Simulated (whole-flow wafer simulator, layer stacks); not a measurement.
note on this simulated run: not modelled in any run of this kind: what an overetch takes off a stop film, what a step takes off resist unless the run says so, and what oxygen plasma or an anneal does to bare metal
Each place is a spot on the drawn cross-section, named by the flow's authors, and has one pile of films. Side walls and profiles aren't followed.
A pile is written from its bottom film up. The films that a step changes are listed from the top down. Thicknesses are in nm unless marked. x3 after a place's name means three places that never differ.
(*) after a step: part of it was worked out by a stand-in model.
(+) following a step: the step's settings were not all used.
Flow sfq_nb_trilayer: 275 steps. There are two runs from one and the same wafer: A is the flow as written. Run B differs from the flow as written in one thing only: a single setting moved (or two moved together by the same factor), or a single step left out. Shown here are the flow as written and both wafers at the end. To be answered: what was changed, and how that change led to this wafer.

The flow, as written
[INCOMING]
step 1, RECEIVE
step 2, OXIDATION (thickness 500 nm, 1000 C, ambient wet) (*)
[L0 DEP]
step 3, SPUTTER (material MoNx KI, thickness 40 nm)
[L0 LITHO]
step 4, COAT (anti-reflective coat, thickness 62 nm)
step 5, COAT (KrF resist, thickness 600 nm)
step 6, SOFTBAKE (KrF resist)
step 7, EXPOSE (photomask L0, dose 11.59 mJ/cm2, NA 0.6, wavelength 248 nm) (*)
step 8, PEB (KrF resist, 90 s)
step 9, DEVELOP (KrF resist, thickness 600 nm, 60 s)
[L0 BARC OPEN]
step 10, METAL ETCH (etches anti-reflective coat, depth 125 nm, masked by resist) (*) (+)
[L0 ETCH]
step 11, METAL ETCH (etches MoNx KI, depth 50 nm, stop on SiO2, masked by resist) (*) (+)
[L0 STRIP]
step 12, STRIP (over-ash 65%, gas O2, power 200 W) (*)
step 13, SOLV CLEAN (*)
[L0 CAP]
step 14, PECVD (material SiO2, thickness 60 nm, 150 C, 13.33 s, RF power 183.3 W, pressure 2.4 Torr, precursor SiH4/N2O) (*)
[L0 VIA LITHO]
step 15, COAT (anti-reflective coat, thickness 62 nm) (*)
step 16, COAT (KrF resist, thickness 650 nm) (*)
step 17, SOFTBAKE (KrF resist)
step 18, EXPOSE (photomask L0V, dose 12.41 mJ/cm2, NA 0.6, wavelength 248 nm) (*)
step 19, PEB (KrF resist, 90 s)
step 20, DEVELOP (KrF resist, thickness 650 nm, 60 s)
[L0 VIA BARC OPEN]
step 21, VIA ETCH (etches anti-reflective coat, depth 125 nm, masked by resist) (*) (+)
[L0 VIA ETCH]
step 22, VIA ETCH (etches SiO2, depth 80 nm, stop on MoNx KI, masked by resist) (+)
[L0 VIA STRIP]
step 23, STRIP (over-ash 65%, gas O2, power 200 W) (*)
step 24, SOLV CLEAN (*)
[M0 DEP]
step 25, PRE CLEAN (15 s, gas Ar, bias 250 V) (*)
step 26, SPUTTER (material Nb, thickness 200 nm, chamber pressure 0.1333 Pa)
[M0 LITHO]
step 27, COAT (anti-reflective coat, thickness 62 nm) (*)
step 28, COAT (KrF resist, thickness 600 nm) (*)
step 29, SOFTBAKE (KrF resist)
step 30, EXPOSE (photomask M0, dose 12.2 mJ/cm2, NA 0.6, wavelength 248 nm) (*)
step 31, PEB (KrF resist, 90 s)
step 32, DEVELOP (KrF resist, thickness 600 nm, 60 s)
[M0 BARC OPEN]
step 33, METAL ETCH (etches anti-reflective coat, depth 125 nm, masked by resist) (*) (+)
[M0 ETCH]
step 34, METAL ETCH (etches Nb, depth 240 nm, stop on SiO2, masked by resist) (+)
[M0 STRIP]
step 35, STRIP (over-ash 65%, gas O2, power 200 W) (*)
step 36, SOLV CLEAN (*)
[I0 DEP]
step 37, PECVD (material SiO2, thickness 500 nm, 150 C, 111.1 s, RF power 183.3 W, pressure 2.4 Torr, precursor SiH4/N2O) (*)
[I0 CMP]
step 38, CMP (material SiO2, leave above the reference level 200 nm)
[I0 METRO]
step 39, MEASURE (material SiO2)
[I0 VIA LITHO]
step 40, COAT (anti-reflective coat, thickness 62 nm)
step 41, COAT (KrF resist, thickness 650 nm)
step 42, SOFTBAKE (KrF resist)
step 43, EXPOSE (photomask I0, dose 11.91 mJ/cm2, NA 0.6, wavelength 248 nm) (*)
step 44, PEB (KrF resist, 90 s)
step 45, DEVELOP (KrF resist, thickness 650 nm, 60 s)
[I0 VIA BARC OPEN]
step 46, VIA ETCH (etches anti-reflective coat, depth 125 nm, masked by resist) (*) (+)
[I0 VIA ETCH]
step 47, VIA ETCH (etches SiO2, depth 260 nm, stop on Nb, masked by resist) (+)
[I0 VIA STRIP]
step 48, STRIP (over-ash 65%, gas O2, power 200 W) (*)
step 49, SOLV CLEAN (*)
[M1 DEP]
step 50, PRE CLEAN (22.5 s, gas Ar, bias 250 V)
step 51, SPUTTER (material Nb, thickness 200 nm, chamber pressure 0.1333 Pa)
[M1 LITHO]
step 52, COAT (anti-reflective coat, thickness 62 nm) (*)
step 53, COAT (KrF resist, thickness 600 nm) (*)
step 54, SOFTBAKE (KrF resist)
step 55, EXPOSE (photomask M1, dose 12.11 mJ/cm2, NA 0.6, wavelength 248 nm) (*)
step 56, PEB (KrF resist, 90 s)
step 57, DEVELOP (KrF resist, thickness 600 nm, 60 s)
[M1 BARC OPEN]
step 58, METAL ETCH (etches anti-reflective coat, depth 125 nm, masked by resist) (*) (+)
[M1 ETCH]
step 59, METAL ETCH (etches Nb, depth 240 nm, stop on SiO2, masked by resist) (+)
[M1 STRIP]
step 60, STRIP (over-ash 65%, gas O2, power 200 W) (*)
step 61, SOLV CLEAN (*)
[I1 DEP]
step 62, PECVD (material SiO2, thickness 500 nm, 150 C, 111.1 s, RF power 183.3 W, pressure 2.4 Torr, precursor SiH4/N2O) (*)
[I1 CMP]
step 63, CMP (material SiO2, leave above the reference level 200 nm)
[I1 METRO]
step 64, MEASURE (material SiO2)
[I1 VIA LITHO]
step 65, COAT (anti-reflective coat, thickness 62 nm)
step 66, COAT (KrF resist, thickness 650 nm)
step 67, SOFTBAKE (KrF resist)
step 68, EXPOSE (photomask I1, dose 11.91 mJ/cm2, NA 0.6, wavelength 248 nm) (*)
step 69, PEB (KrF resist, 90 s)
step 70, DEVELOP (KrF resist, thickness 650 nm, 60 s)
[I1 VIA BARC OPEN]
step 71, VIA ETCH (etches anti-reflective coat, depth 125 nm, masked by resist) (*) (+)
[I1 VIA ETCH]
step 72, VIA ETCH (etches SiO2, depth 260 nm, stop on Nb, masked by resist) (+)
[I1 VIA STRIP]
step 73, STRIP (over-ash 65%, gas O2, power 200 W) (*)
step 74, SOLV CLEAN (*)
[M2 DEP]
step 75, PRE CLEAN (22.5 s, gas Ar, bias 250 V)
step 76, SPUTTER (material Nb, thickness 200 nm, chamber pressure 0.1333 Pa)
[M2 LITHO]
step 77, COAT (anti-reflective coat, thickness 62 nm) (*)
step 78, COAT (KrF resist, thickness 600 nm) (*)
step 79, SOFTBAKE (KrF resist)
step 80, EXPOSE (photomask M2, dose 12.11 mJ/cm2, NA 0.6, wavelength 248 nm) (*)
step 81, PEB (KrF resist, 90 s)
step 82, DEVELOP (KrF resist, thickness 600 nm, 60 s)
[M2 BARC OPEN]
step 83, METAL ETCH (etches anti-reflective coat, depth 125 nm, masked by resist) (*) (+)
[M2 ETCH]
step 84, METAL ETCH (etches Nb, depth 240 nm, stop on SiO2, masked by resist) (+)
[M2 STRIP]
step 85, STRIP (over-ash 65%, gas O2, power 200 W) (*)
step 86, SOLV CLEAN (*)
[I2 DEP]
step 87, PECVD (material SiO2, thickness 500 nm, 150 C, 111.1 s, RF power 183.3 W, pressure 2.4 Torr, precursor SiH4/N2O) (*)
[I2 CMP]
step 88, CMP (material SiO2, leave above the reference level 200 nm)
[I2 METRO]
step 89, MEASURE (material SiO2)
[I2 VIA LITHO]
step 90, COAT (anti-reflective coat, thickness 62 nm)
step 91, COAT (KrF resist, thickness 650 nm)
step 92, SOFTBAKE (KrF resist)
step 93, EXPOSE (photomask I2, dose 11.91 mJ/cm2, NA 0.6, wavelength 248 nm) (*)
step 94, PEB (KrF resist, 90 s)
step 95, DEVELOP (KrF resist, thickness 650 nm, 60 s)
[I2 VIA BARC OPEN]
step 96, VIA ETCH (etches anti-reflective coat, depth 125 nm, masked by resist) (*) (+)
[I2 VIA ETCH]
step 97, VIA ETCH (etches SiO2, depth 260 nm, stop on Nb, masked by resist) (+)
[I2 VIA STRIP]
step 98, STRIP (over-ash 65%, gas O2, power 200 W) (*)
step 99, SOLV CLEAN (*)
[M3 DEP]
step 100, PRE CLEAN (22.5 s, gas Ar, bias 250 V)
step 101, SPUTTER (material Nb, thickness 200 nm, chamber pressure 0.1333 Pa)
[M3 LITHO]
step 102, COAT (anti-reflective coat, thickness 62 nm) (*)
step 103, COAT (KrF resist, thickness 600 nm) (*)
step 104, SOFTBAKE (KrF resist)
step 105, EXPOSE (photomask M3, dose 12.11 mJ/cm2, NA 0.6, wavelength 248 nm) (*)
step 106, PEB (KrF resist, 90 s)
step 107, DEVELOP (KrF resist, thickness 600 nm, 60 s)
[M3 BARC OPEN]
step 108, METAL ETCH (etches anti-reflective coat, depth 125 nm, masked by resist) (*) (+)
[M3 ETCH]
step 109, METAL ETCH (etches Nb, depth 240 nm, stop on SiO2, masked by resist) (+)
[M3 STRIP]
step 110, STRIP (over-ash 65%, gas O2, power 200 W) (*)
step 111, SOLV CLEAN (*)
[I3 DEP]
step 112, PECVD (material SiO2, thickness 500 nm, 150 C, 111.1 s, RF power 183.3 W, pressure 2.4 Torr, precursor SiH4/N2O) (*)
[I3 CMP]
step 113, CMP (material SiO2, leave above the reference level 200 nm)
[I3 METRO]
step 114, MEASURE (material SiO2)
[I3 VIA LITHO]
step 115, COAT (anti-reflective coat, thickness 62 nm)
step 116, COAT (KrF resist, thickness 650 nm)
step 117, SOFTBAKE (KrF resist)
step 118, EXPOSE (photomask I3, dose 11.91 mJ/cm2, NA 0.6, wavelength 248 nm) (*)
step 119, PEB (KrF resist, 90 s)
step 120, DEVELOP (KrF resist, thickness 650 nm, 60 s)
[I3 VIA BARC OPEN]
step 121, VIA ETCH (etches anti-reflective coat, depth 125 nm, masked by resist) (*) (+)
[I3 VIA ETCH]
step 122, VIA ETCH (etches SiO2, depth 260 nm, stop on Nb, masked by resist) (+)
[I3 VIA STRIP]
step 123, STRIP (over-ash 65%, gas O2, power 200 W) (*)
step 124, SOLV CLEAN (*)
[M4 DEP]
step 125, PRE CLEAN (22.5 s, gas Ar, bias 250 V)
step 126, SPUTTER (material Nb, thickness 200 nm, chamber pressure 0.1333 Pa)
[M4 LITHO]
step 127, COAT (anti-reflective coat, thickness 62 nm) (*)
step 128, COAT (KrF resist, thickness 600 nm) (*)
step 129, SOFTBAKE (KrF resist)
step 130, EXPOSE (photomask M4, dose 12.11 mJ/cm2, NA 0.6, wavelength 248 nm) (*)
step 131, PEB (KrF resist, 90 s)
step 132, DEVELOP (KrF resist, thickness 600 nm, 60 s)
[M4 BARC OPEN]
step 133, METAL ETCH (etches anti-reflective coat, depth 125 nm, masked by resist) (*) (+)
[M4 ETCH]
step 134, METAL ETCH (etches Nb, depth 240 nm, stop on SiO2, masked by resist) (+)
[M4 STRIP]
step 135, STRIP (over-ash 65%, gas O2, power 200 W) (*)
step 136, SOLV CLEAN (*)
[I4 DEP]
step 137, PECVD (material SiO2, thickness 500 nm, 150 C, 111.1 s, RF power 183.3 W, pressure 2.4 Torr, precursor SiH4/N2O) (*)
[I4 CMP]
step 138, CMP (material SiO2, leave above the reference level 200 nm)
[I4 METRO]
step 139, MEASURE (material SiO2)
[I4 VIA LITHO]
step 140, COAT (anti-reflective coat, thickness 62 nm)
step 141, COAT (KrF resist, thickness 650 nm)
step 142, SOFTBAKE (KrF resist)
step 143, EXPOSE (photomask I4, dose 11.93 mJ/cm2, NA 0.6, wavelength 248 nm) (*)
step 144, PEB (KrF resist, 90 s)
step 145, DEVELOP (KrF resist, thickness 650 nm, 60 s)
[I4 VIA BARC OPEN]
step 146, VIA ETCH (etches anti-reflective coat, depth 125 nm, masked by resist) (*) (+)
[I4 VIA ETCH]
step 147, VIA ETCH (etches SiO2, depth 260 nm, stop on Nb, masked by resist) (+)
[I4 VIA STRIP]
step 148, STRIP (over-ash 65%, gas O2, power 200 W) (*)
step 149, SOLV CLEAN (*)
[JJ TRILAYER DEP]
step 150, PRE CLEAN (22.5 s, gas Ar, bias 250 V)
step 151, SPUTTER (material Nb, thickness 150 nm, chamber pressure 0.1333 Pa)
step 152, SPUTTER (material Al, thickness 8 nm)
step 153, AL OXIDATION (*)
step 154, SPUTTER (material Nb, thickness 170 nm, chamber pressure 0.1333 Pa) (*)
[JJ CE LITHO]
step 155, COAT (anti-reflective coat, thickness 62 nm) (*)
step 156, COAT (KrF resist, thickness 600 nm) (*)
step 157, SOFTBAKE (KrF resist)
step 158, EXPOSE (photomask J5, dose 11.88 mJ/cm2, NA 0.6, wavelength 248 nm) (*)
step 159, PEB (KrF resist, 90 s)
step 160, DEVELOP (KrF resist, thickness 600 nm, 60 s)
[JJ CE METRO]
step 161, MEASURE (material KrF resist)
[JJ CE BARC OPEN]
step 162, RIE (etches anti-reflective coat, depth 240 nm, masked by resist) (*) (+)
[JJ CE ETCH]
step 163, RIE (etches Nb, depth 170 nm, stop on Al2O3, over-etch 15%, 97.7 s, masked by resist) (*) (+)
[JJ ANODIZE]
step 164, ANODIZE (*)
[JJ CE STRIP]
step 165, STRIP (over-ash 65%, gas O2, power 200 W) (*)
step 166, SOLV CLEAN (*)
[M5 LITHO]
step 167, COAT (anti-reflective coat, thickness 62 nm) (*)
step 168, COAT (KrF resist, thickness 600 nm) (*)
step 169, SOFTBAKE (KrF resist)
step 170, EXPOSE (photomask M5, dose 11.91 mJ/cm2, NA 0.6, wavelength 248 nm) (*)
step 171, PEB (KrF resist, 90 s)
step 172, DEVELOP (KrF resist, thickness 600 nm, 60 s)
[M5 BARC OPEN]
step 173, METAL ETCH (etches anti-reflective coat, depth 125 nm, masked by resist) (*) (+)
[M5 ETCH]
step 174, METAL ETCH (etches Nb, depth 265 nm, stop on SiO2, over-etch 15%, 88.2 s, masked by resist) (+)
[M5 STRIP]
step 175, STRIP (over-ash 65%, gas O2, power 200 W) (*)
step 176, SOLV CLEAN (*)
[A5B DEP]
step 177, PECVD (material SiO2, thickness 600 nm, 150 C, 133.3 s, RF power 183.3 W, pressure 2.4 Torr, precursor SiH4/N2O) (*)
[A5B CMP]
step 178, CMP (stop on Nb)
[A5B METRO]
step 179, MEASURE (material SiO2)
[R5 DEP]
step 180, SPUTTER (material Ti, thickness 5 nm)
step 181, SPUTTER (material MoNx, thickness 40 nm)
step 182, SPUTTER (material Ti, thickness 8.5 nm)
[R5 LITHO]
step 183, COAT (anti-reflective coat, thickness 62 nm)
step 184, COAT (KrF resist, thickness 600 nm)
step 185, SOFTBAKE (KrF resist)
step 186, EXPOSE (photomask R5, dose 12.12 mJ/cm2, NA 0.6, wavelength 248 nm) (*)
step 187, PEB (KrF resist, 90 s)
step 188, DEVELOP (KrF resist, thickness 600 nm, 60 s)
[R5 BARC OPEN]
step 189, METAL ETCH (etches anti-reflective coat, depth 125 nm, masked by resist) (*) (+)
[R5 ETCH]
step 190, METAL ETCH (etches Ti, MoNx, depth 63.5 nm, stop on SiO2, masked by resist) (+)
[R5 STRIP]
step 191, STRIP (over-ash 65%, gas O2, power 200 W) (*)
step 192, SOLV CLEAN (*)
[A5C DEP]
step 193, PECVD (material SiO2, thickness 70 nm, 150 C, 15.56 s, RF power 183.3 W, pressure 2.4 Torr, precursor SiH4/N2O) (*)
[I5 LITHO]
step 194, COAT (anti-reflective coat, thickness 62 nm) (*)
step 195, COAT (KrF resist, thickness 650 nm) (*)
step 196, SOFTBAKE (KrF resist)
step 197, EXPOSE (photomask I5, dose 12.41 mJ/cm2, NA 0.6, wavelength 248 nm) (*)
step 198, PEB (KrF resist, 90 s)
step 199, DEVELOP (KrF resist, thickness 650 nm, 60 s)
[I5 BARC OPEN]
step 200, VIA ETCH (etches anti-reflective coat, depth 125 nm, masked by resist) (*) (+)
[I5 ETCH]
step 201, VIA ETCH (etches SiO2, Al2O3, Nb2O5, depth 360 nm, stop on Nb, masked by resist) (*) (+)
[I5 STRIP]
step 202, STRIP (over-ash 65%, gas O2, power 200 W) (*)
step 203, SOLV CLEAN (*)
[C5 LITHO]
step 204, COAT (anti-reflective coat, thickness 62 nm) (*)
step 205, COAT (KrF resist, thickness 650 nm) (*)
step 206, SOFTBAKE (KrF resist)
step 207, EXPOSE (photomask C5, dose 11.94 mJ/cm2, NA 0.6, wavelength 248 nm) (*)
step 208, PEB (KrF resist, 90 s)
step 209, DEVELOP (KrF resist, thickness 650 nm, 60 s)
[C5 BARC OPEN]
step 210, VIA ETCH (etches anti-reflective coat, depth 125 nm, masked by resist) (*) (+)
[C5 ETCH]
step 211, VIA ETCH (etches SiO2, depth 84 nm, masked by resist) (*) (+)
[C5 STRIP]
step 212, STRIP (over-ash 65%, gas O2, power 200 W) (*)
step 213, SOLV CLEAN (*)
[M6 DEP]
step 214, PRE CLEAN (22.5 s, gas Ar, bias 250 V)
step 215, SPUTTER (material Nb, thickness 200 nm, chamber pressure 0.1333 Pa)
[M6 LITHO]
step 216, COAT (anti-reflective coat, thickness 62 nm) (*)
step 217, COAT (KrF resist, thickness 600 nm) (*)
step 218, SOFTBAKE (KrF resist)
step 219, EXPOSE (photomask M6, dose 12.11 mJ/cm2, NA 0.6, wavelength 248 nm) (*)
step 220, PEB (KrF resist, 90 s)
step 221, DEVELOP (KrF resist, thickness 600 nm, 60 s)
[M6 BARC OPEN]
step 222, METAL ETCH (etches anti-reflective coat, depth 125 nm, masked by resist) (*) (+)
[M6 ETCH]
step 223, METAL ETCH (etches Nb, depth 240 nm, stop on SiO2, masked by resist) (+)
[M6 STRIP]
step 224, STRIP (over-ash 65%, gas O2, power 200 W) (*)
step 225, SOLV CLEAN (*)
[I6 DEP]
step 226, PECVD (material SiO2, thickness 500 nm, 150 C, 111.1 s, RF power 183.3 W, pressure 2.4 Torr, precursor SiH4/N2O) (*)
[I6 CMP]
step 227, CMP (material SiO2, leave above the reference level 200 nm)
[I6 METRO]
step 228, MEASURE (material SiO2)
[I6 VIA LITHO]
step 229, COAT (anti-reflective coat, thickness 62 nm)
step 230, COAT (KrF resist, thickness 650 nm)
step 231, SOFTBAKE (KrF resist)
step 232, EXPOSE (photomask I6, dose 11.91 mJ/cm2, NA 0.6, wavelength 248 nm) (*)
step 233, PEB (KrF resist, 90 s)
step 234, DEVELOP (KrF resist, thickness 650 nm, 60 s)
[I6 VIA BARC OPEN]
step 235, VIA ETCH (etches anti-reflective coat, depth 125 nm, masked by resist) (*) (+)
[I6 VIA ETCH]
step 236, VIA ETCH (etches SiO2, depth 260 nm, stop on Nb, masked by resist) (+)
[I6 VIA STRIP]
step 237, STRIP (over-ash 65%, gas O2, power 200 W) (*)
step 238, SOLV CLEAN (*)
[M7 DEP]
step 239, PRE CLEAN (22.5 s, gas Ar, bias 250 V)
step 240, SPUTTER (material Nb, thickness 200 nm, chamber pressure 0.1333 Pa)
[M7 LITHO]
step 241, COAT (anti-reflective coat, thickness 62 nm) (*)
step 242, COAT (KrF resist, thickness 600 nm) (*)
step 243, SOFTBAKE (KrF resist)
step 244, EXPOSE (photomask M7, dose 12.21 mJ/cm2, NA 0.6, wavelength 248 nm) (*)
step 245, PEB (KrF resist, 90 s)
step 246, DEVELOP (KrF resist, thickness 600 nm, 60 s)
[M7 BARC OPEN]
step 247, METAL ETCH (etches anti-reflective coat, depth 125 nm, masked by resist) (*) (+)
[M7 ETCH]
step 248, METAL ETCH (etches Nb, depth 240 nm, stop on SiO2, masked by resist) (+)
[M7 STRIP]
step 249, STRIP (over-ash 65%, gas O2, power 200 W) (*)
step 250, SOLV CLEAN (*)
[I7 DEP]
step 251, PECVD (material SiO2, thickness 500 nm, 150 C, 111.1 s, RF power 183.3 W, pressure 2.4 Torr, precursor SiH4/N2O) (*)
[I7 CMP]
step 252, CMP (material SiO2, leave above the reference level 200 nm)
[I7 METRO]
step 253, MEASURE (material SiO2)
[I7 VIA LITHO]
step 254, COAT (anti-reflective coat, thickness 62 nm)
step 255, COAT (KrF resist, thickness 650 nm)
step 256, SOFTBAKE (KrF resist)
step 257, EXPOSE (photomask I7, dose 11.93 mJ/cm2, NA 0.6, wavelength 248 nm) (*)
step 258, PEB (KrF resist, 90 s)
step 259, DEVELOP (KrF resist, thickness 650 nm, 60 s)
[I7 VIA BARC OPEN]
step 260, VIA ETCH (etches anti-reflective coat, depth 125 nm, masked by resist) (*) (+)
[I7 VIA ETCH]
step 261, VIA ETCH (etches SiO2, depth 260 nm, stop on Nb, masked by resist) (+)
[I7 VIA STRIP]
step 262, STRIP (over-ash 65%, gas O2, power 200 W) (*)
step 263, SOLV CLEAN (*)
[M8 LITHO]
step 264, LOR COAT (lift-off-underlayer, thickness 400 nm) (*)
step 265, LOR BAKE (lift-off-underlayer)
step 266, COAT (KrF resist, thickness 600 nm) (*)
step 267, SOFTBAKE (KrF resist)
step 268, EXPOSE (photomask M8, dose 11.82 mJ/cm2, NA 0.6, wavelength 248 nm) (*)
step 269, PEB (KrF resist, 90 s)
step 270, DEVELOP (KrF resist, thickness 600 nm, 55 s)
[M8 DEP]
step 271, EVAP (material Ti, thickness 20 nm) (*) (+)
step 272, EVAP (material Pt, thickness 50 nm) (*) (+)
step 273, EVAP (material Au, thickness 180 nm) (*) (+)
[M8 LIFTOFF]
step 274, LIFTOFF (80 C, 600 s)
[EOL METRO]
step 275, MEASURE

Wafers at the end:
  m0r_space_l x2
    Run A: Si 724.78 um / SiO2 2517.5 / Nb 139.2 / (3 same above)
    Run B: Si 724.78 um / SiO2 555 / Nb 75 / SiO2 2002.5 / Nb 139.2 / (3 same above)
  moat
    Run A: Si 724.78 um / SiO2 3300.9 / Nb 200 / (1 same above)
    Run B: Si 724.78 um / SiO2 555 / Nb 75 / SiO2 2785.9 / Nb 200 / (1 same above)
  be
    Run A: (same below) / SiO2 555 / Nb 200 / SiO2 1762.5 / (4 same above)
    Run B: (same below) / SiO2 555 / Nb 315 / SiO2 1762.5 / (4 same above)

What caused this: step 26, SPUTTER: thickness 315 nm was run, though the flow has thickness 200 nm.
The wafer lets one read it off: be has Nb 315, and step 26 as written asks for 200 nm.

How this came from the change, step by step:
  step 26, SPUTTER (material Nb, thickness 200 nm, chamber pressure 0.1333 Pa)
      field_l, v_sur, via_wl and 102 more: A +200 Nb (new film) | B +315 Nb (new film)
      l0v: A +195.7 Nb (new film) | B +311 Nb (new film)
  step 34, METAL ETCH (etches Nb, depth 240 nm, stop on SiO2, masked by resist) (+)
      moat, m0r_space_l x2: A -200 Nb (all of it) | B -240 Nb
  step 37, PECVD (material SiO2, thickness 500 nm, 150 C, 111.1 s, RF power 183.3 W, pressure 2.4 Torr, precursor SiH4/N2O) (*)
      moat, m0r_space_l x2: A +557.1 SiO2 | B +597.1 SiO2 (new film)
If metal films that touch count as one body, m0r_space_l x2 has 2 bodies (between them, from the top down: SiO2 2002.5); the flow as written gives 1 body.
If metal films that touch count as one body, moat has 2 bodies (between them, from the top down: SiO2 2785.9); the flow as written gives 1 body.
